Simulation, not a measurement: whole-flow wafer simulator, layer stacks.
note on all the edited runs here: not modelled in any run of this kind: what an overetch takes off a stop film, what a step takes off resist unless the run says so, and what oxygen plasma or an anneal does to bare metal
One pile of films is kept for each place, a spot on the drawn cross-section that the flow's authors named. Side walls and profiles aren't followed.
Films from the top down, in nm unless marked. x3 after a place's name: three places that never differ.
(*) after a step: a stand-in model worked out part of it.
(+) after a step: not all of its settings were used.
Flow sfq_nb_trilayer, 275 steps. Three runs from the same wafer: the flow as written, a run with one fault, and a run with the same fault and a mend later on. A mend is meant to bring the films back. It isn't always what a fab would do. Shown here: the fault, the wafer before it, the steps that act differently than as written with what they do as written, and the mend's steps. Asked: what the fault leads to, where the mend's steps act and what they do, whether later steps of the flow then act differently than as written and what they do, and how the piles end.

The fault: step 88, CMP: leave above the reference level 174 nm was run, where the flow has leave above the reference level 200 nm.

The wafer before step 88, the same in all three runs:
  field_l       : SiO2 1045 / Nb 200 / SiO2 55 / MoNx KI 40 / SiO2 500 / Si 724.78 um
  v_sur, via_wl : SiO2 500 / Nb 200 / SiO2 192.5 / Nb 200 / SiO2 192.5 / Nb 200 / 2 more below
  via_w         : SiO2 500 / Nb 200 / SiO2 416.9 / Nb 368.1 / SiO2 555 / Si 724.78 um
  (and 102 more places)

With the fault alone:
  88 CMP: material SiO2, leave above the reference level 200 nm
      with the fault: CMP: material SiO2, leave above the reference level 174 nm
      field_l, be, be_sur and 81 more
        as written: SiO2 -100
        with the fault: SiO2 -126
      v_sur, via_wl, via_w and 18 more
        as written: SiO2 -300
        with the fault: SiO2 -326
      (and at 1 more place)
  Later steps of the flow that act differently than as written (3 more steps differ only slightly, by at most 2% or 0.5 nm, whichever is larger, and aren't shown):
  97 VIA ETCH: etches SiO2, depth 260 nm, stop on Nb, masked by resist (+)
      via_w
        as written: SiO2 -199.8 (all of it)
        with the fault: SiO2 -173.8 (all of it)
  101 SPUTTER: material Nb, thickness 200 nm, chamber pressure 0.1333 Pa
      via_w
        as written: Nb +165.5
        with the fault: Nb +171.2
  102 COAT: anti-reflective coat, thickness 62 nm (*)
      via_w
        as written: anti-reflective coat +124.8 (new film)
        with the fault: anti-reflective coat +119 (new film)
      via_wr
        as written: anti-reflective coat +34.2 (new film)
        with the fault: anti-reflective coat +35.6 (new film)
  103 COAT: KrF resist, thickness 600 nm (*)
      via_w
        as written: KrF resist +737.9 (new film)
        with the fault: KrF resist +716.3 (new film)
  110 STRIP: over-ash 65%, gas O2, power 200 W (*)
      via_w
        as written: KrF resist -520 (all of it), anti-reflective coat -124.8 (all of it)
        with the fault: KrF resist -498.4 (all of it), anti-reflective coat -119 (all of it)
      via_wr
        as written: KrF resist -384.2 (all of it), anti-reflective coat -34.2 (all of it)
        with the fault: KrF resist -386.2 (all of it), anti-reflective coat -35.6 (all of it)
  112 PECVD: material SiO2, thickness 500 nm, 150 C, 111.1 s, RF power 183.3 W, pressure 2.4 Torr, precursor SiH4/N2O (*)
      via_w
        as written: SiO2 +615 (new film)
        with the fault: SiO2 +583.4 (new film)
  At the end the piles differ from the flow's by more than 2% or 0.5 nm, whichever is larger, at v_sur, via_wl, via_w and 29 more.
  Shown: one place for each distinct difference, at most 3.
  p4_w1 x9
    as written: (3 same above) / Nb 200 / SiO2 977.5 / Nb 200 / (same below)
    with the fault: (3 same above) / Nb 200 / SiO2 951.5 / Nb 200 / (same below)
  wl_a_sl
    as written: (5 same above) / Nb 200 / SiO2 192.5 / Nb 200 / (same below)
    with the fault: (5 same above) / Nb 200 / SiO2 166.5 / Nb 200 / (same below)
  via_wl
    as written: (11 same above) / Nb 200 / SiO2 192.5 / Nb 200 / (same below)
    with the fault: (11 same above) / Nb 200 / SiO2 166.5 / Nb 200 / (same below)

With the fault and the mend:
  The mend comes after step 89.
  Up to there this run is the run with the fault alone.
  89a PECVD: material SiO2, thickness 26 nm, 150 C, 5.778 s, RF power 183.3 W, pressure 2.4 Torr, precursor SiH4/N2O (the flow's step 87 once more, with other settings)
      field_l, v_sur, via_wl and 103 more
        SiO2 +26
  No later step of the flow acts differently than as written, at any place that is followed, by more than 2% or 0.5 nm, whichever is larger.
  At the end the piles are the same as the flow's at every place that both follow.
